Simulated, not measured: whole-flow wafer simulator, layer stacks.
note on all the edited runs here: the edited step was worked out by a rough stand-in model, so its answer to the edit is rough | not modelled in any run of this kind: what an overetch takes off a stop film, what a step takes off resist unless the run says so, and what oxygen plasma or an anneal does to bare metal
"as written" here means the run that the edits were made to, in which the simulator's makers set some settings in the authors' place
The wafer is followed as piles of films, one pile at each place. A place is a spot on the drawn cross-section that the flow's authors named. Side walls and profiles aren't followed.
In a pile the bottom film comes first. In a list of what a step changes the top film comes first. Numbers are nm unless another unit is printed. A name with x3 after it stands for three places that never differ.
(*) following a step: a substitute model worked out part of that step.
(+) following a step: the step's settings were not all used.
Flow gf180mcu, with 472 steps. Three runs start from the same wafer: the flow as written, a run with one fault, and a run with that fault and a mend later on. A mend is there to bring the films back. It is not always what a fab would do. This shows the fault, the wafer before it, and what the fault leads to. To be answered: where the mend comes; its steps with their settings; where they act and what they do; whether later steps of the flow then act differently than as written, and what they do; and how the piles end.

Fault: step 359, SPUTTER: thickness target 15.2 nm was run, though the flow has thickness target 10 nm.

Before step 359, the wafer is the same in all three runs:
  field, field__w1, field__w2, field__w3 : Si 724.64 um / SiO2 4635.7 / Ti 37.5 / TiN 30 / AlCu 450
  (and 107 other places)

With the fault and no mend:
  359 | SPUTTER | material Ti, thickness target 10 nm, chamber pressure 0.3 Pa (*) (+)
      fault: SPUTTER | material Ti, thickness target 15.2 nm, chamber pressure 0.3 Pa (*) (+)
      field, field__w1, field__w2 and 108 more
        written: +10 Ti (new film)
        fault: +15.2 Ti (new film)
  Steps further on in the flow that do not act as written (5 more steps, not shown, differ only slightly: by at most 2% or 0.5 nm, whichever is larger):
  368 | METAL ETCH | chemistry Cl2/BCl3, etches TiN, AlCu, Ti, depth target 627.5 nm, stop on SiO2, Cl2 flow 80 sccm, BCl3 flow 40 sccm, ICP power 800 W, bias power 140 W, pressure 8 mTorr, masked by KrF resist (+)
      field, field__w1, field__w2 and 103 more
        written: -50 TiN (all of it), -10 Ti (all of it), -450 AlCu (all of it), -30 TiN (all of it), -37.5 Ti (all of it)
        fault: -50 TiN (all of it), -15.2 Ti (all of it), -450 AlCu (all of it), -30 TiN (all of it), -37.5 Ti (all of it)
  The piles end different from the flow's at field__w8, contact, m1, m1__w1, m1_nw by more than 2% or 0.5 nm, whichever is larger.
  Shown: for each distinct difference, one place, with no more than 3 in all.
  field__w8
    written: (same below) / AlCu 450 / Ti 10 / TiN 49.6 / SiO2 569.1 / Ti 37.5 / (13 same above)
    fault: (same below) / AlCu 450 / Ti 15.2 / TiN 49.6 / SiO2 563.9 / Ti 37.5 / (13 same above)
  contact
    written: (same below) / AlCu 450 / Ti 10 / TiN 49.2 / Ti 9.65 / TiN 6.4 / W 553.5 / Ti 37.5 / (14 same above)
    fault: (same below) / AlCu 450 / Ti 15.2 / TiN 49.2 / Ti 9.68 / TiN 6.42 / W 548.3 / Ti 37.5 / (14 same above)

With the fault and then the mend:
  After step 367 comes the mend.
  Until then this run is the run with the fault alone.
  368 | METAL ETCH | chemistry Cl2/BCl3, etches TiN, AlCu, Ti, depth target 632.7 nm, stop on SiO2, Cl2 flow 80 sccm, BCl3 flow 40 sccm, ICP power 800 W, bias power 140 W, pressure 8 mTorr, masked by KrF resist (+) (the flow's step 368, where the flow has depth target 627.5 nm)
      field, field__w1, field__w2 and 103 more
        -50 TiN (all of it), -15.2 Ti (all of it), -450 AlCu (all of it), -30 TiN (all of it), -37.5 Ti (all of it)
      field__w8, contact, m1, m1__w1, m1_nw
        -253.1 KrF resist
  Later steps of the flow that are run all act as written at every place that is followed, up to a difference of at most 2% or 0.5 nm, whichever is larger.
  The piles end different from the flow's at field__w8, contact, m1, m1__w1, m1_nw by more than 2% or 0.5 nm, whichever is larger.
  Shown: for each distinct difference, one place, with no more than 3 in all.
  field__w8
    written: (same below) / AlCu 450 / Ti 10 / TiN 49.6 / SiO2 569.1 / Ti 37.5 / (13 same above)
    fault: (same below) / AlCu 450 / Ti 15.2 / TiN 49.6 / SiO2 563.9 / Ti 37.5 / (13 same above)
    mend: (same below) / AlCu 450 / Ti 15.2 / TiN 49.6 / SiO2 563.9 / Ti 37.5 / (13 same above)
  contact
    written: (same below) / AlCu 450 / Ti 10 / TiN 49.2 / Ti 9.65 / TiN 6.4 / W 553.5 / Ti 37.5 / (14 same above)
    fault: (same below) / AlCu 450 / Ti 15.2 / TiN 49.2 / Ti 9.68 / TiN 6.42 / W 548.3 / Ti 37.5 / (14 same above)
    mend: (same below) / AlCu 450 / Ti 15.2 / TiN 49.2 / Ti 9.68 / TiN 6.42 / W 548.3 / Ti 37.5 / (14 same above)
